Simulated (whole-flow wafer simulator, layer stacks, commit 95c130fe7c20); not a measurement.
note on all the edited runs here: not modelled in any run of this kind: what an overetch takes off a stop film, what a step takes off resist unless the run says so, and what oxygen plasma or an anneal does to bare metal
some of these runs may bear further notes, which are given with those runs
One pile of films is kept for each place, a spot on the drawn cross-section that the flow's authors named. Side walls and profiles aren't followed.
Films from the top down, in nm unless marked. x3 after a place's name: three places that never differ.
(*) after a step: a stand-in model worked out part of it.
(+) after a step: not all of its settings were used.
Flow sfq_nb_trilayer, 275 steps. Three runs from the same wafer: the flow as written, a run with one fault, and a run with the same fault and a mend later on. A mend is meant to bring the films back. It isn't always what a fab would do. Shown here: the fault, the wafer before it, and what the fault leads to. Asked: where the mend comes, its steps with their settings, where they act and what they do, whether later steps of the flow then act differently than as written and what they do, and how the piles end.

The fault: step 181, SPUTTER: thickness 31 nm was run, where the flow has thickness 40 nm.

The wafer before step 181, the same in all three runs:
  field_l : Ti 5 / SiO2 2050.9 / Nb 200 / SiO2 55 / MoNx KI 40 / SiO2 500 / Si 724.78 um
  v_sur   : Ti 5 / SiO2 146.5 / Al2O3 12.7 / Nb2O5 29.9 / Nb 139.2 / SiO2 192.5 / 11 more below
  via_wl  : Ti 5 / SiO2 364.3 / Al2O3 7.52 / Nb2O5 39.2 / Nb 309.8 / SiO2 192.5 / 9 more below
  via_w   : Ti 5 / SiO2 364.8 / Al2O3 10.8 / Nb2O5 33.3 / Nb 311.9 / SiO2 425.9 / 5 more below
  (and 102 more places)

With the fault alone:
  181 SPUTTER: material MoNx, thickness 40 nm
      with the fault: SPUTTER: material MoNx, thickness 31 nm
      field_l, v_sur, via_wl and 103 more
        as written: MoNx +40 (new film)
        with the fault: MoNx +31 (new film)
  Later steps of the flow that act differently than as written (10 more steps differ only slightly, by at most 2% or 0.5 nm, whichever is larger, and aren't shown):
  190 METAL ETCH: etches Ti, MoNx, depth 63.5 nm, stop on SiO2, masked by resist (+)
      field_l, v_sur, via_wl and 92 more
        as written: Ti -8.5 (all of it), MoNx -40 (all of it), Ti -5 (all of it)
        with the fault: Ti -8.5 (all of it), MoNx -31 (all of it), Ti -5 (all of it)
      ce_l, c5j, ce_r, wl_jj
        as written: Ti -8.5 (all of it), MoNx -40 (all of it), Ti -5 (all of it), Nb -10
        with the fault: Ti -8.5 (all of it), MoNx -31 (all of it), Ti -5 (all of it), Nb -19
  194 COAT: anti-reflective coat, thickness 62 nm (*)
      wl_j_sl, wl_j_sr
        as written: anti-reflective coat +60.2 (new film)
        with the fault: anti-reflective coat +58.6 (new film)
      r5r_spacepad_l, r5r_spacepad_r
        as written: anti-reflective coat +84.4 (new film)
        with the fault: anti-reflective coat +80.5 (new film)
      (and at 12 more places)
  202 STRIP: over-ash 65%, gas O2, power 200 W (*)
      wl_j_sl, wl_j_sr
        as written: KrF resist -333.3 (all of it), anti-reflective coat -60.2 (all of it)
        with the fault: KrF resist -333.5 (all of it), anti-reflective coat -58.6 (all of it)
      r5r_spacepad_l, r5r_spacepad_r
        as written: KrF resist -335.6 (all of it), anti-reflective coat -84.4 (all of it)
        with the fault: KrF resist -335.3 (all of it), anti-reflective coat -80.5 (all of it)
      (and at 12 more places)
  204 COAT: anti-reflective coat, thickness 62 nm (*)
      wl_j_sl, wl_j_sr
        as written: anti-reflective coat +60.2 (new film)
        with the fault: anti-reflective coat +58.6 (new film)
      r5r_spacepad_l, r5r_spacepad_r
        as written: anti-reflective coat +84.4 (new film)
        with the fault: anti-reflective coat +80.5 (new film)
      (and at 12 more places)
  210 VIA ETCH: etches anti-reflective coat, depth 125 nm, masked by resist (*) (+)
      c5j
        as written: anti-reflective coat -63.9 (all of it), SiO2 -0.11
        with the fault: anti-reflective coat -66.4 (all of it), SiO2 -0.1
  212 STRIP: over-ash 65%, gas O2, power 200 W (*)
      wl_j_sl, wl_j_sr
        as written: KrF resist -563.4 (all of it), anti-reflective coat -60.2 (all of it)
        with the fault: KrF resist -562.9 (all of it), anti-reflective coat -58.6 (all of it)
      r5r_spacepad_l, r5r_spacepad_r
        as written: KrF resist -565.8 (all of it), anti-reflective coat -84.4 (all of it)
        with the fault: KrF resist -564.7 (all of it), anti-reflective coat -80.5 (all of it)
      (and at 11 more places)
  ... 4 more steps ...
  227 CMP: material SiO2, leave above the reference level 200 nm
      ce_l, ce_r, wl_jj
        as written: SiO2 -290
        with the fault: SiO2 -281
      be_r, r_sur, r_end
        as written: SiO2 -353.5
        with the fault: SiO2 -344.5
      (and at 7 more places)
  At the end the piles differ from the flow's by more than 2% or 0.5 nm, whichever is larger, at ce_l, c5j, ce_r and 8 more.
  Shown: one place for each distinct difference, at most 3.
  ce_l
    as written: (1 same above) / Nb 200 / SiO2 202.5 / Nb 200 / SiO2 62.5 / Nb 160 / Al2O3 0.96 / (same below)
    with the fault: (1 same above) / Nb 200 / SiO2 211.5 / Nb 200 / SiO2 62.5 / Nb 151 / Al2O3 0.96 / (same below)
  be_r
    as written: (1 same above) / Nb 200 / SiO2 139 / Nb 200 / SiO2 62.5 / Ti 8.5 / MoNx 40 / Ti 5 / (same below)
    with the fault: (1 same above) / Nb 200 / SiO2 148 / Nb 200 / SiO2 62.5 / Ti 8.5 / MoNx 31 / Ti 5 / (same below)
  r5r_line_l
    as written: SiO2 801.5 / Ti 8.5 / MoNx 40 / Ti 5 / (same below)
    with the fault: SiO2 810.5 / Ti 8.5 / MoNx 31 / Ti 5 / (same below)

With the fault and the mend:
  The mend comes after step 181.
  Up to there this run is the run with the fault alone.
  181a SPUTTER: material MoNx, thickness 9 nm (the flow's step 181 once more, with other settings)
      field_l, v_sur, via_wl and 103 more
        MoNx +9
  No later step of the flow acts differently than as written at any place that is followed.
  At the end the piles are the same as the flow's at every place that both follow.
